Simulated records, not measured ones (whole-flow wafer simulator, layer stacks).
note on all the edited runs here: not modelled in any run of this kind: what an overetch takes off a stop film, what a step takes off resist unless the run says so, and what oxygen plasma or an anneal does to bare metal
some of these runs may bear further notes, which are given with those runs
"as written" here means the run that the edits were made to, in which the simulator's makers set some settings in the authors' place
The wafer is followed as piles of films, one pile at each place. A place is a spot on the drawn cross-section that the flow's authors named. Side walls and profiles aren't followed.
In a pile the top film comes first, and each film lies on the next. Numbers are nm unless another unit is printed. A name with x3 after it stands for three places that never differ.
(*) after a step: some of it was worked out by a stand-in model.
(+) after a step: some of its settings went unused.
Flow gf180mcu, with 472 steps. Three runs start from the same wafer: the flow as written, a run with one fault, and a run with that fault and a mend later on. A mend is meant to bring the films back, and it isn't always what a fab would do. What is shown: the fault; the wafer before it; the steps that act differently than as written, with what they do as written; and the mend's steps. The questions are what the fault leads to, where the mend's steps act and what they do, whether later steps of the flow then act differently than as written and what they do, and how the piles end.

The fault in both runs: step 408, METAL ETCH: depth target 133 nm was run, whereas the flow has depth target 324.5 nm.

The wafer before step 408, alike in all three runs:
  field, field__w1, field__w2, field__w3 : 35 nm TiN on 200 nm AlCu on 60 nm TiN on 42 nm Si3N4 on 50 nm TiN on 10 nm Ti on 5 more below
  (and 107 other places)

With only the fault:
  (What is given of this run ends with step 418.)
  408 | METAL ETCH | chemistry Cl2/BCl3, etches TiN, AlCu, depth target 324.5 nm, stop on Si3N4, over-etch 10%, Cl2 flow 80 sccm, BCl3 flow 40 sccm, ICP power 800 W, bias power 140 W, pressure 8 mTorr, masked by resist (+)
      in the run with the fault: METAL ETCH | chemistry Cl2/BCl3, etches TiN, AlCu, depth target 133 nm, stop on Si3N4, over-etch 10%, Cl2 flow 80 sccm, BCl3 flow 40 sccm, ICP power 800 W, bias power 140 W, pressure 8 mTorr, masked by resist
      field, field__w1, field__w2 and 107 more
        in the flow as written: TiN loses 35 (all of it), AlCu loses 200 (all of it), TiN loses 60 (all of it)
        in the run with the fault: TiN loses 35 (all of it), AlCu loses 98
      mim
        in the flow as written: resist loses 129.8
        in the run with the fault: resist loses 53.2
  Steps further on in the flow that do not act as written:
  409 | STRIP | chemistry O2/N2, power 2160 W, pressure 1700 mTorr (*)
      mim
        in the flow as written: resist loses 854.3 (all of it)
        in the run with the fault: resist loses 930.9 (all of it)
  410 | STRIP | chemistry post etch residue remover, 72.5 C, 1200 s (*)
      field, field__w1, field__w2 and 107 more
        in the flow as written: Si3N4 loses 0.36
        in the run with the fault: AlCu loses 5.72
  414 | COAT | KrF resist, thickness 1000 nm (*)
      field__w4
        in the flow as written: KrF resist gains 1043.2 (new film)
        in the run with the fault: KrF resist gains 1018.5 (new film)
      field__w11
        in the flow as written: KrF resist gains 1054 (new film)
        in the run with the fault: KrF resist gains 1022.8 (new film)
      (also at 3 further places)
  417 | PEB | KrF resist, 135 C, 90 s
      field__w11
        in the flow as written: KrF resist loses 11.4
        in the run with the fault: KrF resist loses 10.8
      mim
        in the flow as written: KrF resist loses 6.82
        in the run with the fault: KrF resist loses 8.76
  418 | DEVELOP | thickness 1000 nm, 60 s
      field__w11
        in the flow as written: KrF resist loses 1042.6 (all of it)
        in the run with the fault: KrF resist loses 1012.1 (all of it)
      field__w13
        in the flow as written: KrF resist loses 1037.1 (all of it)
        in the run with the fault: KrF resist loses 1009.7 (all of it)
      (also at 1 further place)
  After step 418, at field, field__w1, field__w2 and 109 more, the piles differ from the flow's by more than 2% or 0.5 nm, whichever is larger.
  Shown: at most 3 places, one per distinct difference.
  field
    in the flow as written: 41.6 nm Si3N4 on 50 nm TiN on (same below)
    in the run with the fault: 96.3 nm AlCu on 60 nm TiN on 42 nm Si3N4 on 50 nm TiN on (same below)
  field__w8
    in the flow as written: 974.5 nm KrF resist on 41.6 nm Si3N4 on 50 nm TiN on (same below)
    in the run with the fault: 974.5 nm KrF resist on 96.3 nm AlCu on 60 nm TiN on 42 nm Si3N4 on 50 nm TiN on (same below)
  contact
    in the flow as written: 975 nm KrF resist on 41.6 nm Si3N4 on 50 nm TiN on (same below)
    in the run with the fault: 974.7 nm KrF resist on 96.3 nm AlCu on 60 nm TiN on 42 nm Si3N4 on 50 nm TiN on (same below)

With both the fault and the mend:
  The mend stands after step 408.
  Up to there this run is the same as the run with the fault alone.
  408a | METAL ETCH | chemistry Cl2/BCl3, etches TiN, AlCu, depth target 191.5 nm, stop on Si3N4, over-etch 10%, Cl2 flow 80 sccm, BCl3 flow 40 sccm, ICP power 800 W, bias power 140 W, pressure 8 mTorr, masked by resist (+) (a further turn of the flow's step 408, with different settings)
      field, field__w1, field__w2 and 107 more
        AlCu loses 102 (all of it), TiN loses 60 (all of it)
      mim
        resist loses 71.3
  None of the later steps of the flow differs from how it acts as written, at any place that is followed, by more than 2% or 0.5 nm, whichever is larger.
  The piles end the same as the flow's at every place that both follow.
